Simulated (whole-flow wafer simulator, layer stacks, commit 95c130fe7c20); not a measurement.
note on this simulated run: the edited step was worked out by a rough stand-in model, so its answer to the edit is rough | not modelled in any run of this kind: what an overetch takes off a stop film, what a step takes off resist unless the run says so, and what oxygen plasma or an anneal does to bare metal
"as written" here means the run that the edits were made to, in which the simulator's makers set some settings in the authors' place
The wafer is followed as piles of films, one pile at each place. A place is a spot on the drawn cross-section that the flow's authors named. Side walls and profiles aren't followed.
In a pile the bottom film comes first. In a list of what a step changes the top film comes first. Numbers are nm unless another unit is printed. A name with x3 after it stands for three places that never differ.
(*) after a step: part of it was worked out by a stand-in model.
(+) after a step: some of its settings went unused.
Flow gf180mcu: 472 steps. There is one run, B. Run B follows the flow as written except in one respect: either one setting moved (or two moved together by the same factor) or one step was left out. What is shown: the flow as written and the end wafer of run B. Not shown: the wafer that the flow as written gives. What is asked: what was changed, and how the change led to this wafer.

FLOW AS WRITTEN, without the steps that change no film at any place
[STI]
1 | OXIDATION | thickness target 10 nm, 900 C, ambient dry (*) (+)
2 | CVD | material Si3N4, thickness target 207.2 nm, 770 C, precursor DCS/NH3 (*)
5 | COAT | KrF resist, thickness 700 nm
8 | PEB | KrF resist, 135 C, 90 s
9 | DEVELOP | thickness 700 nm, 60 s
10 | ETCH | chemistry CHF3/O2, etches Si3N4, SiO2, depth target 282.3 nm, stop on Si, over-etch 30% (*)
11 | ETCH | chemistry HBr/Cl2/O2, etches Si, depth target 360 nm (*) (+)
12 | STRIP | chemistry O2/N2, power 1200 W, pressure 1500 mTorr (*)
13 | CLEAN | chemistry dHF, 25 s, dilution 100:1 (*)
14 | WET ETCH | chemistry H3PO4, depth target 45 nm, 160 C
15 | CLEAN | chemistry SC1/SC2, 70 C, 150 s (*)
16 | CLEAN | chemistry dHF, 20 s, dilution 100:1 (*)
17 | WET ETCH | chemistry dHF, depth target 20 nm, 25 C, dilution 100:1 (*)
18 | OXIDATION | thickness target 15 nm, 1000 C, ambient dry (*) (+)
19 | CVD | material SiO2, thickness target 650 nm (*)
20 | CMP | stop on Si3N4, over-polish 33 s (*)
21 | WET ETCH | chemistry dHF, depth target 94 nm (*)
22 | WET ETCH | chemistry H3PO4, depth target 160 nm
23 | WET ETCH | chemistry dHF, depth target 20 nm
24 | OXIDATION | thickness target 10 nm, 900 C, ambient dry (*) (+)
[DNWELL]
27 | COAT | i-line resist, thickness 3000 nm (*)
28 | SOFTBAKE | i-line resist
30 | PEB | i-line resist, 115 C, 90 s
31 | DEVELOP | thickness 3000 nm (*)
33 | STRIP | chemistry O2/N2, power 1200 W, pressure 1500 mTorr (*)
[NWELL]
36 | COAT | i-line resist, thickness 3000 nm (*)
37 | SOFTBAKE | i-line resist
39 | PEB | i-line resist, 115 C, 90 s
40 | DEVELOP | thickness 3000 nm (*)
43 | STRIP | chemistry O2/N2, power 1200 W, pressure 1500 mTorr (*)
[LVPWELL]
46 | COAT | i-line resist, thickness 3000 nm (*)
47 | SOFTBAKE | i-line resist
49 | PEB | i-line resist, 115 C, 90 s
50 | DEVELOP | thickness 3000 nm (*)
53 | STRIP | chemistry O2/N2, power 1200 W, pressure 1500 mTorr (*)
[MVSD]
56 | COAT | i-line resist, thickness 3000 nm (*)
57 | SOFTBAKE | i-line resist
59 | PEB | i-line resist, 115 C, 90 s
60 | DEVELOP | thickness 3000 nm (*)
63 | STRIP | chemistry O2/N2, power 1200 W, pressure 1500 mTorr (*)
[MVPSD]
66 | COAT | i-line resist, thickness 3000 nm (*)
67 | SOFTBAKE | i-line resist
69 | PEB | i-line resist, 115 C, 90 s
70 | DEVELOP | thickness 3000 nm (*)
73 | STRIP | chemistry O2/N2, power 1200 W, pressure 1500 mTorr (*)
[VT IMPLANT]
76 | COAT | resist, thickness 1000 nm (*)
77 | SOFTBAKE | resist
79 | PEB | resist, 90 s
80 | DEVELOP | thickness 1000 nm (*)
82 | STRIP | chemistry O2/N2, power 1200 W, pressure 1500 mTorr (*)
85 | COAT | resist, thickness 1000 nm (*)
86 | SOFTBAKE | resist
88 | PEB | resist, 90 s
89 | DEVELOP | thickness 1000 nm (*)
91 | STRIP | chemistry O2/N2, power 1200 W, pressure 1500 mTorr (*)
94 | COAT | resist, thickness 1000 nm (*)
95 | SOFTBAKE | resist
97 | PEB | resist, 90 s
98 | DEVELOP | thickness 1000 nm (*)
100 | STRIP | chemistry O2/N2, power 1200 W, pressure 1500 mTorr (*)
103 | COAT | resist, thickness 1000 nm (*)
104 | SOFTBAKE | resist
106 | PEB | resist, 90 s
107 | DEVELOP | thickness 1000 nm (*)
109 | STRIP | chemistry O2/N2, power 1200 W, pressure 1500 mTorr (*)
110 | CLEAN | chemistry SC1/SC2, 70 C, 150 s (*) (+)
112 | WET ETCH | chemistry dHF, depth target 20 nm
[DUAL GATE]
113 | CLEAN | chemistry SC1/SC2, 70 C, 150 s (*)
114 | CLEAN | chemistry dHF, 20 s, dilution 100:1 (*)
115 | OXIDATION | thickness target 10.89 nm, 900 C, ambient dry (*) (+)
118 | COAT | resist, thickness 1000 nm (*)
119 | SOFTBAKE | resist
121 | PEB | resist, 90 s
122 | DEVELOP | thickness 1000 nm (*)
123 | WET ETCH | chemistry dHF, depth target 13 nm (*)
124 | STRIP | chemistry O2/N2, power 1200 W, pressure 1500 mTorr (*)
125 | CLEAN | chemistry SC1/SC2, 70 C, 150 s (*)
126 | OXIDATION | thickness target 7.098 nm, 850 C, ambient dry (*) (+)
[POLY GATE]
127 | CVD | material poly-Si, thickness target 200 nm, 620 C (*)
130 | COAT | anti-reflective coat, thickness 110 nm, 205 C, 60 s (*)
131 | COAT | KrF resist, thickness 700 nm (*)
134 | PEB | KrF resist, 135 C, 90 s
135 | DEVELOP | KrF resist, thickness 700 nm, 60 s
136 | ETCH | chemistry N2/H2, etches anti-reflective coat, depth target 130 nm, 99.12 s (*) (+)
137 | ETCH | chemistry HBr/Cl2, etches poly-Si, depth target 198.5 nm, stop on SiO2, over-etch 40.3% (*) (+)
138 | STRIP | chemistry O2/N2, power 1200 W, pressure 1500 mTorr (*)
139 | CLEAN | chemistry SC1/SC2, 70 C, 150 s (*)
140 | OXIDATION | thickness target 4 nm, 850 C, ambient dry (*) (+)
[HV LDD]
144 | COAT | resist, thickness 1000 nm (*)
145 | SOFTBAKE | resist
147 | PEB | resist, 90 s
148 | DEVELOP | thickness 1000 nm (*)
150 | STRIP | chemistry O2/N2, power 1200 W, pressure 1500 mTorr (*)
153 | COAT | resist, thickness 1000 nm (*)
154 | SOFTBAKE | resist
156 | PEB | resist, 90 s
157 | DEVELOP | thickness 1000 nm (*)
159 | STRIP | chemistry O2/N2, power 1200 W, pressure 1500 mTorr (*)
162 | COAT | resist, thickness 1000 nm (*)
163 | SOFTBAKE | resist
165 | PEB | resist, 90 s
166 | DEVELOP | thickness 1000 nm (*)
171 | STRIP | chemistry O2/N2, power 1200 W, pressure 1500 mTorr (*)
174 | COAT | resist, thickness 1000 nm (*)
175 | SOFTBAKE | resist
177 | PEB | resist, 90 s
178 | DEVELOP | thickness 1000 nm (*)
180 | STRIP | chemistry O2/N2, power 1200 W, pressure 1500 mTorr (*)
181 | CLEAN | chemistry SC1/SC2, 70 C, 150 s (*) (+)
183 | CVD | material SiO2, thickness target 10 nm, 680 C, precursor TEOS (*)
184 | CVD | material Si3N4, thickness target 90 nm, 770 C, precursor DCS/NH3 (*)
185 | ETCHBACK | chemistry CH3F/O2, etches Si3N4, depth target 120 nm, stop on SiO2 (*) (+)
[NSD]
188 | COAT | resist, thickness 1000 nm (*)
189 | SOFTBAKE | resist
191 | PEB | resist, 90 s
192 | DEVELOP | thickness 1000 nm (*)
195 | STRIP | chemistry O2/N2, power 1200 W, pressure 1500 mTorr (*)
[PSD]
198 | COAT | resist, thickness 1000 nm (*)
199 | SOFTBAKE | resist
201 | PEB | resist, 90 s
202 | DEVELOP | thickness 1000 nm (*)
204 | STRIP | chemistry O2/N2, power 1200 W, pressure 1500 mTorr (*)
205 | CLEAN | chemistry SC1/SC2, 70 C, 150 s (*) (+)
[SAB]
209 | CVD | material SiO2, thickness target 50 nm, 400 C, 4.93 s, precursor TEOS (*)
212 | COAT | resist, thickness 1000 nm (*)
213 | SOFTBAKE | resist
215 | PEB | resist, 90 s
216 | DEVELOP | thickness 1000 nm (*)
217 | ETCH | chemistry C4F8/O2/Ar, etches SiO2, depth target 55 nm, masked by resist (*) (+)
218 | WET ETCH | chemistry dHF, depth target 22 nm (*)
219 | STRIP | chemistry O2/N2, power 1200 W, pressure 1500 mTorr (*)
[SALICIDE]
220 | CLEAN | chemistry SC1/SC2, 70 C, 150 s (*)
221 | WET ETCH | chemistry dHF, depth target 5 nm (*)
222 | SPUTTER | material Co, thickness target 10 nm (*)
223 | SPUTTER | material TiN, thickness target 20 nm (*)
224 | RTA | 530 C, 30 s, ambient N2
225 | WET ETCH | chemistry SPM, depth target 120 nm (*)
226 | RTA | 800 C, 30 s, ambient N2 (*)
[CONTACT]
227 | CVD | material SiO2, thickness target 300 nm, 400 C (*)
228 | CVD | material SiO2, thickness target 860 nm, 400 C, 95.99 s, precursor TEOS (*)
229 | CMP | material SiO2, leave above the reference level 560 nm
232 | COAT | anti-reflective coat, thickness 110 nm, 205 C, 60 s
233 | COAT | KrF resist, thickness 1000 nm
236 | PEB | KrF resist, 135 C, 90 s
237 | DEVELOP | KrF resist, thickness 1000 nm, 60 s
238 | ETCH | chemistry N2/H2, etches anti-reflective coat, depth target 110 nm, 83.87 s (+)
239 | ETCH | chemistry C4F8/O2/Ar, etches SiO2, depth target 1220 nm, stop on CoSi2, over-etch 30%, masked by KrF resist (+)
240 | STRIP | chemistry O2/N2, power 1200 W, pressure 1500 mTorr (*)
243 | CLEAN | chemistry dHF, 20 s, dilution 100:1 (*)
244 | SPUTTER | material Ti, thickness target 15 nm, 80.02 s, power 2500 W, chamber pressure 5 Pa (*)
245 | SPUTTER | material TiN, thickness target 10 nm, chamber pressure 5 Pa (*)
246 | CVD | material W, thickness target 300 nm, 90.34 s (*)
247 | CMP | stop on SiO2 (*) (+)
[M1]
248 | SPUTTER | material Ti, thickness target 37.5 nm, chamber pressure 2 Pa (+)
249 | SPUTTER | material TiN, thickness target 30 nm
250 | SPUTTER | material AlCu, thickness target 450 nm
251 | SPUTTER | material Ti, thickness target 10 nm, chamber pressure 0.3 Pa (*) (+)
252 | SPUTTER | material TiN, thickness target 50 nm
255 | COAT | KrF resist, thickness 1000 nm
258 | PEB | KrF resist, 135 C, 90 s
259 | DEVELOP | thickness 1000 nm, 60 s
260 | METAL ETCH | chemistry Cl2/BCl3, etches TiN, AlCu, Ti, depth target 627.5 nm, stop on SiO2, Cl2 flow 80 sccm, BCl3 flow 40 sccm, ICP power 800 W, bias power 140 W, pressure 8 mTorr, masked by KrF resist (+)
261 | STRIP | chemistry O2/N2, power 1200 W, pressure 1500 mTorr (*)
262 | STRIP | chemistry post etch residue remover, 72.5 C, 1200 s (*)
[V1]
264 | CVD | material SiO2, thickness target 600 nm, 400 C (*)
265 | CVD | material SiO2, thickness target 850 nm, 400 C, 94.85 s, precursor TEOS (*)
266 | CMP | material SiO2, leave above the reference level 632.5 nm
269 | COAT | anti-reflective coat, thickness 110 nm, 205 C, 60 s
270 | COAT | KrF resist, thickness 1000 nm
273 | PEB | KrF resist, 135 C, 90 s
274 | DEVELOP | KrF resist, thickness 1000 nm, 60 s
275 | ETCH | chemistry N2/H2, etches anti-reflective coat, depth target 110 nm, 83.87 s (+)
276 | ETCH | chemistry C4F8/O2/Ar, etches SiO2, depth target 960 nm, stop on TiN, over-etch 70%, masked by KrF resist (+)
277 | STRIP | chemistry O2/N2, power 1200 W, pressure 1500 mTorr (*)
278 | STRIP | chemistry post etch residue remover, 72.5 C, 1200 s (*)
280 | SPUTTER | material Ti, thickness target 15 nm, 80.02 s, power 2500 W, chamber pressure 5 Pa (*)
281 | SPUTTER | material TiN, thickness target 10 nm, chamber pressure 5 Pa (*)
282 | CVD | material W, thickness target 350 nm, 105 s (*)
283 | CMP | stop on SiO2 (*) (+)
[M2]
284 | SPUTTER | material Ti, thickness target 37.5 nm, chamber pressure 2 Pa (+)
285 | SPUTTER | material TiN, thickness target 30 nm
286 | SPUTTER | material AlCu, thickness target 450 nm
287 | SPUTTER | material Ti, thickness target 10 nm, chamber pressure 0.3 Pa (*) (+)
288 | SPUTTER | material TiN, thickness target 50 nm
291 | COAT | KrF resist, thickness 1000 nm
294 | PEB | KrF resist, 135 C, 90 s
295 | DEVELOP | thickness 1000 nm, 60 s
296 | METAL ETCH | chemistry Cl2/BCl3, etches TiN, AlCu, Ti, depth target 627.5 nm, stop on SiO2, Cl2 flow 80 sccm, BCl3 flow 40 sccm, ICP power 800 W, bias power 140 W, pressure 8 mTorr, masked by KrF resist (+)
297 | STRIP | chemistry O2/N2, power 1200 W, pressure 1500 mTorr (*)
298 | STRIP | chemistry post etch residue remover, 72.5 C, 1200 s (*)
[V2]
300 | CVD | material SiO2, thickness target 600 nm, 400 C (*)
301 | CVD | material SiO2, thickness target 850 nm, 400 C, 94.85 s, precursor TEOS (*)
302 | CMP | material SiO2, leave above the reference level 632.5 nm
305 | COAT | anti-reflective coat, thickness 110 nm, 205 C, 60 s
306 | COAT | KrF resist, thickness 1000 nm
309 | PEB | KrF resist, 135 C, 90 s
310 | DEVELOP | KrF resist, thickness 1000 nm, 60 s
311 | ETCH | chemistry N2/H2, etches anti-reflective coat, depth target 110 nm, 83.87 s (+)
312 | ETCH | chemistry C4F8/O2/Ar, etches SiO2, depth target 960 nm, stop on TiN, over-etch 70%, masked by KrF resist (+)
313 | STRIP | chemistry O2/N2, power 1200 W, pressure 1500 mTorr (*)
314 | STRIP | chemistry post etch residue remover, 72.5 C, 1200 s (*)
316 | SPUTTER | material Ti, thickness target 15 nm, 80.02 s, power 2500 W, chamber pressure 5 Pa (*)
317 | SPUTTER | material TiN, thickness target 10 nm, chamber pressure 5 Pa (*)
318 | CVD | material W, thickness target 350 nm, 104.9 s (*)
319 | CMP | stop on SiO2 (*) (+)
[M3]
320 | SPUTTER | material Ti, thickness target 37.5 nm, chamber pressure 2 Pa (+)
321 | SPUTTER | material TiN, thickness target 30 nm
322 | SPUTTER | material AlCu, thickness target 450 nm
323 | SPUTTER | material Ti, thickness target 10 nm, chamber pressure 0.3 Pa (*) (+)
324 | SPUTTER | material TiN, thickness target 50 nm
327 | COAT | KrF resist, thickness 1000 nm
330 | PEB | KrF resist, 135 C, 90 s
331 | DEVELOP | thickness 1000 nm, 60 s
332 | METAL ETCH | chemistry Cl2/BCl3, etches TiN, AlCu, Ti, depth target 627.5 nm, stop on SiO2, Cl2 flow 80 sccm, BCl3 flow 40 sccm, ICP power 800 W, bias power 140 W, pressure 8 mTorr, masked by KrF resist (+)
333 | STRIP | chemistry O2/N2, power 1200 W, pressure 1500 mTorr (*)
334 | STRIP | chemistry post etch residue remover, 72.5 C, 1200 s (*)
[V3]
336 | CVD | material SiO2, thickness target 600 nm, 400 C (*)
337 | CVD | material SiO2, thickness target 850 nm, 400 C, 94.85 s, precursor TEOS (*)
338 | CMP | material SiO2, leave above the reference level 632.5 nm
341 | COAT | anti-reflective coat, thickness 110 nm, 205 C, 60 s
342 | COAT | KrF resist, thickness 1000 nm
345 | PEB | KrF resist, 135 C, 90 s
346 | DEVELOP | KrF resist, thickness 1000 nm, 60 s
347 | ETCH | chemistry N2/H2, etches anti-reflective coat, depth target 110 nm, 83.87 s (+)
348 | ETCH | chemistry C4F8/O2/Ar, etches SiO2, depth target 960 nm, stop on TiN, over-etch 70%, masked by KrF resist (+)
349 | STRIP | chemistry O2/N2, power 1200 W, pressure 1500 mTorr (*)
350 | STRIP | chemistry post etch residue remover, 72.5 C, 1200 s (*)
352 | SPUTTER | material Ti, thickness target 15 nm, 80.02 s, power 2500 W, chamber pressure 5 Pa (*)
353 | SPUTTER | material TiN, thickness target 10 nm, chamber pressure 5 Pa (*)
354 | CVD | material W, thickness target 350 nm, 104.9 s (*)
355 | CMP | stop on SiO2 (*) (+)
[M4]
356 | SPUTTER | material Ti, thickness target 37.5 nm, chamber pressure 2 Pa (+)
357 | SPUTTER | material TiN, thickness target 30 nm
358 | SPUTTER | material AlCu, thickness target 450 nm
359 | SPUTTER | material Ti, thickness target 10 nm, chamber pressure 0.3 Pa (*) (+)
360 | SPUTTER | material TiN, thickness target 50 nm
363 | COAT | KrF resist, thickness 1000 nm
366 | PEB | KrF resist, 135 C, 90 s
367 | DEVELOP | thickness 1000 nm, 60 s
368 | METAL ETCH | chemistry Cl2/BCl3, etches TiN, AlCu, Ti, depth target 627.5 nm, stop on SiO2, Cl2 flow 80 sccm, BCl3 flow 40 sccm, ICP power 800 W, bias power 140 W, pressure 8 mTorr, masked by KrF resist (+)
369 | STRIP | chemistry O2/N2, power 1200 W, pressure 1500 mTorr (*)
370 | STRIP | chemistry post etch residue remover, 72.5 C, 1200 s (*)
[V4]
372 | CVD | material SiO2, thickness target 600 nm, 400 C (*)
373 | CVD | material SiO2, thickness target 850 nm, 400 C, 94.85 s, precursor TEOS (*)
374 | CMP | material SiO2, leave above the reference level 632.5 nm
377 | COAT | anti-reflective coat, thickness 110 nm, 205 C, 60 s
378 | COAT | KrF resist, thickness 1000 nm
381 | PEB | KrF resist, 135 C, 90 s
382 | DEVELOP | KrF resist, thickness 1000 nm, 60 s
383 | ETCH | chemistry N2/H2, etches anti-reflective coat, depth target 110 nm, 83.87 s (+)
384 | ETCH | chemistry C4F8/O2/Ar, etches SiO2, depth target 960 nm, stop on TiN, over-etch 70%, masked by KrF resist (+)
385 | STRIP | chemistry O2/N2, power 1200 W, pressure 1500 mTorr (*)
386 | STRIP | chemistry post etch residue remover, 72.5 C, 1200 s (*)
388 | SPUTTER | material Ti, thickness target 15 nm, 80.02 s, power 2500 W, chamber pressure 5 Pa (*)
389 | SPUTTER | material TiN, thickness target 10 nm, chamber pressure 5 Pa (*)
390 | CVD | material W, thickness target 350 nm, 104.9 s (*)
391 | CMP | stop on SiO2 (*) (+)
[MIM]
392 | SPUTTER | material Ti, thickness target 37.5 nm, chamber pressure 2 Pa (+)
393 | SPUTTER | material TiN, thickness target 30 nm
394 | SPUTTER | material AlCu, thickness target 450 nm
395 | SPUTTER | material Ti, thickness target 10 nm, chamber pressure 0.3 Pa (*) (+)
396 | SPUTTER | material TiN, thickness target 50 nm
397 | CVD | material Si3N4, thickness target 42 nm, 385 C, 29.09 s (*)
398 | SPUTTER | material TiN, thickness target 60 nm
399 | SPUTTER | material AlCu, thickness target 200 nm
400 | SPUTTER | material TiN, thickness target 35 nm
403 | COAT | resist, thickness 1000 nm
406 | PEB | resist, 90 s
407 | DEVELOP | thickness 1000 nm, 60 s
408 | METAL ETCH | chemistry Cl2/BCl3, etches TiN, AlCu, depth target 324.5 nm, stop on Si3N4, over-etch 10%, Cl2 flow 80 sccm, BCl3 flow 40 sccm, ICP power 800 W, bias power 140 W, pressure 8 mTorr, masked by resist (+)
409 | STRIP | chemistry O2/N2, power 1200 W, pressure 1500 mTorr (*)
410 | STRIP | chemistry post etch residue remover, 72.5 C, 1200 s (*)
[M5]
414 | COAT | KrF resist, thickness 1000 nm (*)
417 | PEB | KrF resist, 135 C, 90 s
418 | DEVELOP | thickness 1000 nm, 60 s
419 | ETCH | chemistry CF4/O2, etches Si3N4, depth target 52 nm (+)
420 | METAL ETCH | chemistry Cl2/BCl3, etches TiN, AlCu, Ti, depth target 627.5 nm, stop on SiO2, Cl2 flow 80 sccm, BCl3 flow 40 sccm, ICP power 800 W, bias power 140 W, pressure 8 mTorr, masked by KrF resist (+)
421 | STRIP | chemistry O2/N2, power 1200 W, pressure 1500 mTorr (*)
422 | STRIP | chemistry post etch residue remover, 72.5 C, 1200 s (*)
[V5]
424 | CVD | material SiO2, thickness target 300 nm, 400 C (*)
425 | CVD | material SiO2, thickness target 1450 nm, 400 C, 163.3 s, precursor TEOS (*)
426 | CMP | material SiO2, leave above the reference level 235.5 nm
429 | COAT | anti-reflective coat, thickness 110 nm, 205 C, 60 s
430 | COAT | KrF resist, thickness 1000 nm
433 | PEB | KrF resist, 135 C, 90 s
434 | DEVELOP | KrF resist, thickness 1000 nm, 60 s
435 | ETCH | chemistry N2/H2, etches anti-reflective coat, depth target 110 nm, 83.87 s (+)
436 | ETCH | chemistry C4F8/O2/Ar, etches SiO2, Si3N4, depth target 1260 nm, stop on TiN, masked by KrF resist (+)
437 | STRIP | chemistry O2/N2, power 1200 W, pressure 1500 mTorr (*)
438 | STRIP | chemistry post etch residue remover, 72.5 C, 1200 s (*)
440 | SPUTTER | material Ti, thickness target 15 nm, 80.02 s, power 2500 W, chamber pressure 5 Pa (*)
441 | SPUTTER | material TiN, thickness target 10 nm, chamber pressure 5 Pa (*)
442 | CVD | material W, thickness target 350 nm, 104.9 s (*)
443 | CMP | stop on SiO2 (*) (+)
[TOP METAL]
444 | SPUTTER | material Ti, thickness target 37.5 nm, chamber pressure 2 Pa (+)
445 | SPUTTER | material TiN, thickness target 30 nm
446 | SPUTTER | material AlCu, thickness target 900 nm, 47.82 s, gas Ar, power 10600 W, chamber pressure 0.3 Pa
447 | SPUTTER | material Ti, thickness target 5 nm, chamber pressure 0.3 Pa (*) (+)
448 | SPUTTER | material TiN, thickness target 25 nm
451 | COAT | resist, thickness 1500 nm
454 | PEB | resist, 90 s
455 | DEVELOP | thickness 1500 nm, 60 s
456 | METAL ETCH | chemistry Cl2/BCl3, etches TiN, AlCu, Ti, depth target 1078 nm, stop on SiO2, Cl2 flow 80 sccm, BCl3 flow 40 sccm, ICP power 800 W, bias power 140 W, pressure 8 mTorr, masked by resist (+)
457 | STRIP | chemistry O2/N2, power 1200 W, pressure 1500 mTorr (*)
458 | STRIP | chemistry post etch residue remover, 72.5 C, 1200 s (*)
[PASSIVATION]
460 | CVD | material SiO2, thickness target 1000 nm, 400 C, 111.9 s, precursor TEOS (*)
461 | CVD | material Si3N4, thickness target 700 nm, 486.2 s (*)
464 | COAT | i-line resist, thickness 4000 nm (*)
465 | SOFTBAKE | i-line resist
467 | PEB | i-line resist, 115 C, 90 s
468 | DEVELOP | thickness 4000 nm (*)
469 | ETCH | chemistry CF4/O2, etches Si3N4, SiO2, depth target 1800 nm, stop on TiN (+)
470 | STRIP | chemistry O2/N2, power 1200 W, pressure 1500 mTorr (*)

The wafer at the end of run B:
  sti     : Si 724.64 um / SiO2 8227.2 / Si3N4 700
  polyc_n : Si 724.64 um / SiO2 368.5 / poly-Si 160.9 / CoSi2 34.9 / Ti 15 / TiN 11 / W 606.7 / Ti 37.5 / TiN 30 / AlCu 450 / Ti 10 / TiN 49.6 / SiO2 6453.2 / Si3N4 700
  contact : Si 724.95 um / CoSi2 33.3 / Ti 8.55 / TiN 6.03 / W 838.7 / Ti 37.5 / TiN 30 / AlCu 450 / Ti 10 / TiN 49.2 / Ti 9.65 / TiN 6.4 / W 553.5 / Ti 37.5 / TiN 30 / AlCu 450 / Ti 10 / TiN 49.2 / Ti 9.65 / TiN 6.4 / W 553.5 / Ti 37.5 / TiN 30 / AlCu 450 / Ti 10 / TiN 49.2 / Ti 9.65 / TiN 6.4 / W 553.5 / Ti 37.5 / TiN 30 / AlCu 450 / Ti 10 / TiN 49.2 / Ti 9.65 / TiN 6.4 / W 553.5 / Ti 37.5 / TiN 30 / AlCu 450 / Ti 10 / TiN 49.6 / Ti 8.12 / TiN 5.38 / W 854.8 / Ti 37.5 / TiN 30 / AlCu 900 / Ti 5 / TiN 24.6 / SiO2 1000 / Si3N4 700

The reason: step 245, SPUTTER: thickness target 11 nm was run, whereas the flow has thickness target 10 nm.
The wafer itself shows it: polyc_n has TiN 11, and step 245 as written asks for 10 nm.

How this came from the change, step by step:
  245 | SPUTTER | material TiN, thickness target 10 nm, chamber pressure 5 Pa (*)
      field, field__w1, field__w2 and 107 more: TiN gains 11 (new film) (in the flow as written it would be: TiN gains 10 (new film))
      contact: TiN gains 6.03 (new film) (in the flow as written it would be: TiN gains 5.48 (new film))
  247 | CMP | stop on SiO2 (*) (+)
      field, field__w1, field__w2 and 105 more: W loses 300 (all of it), TiN loses 11 (all of it), Ti loses 15 (all of it), SiO2 loses 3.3 (in the flow as written it would be: W loses 300 (all of it), TiN loses 10 (all of it), Ti loses 15 (all of it), SiO2 loses 3.29)
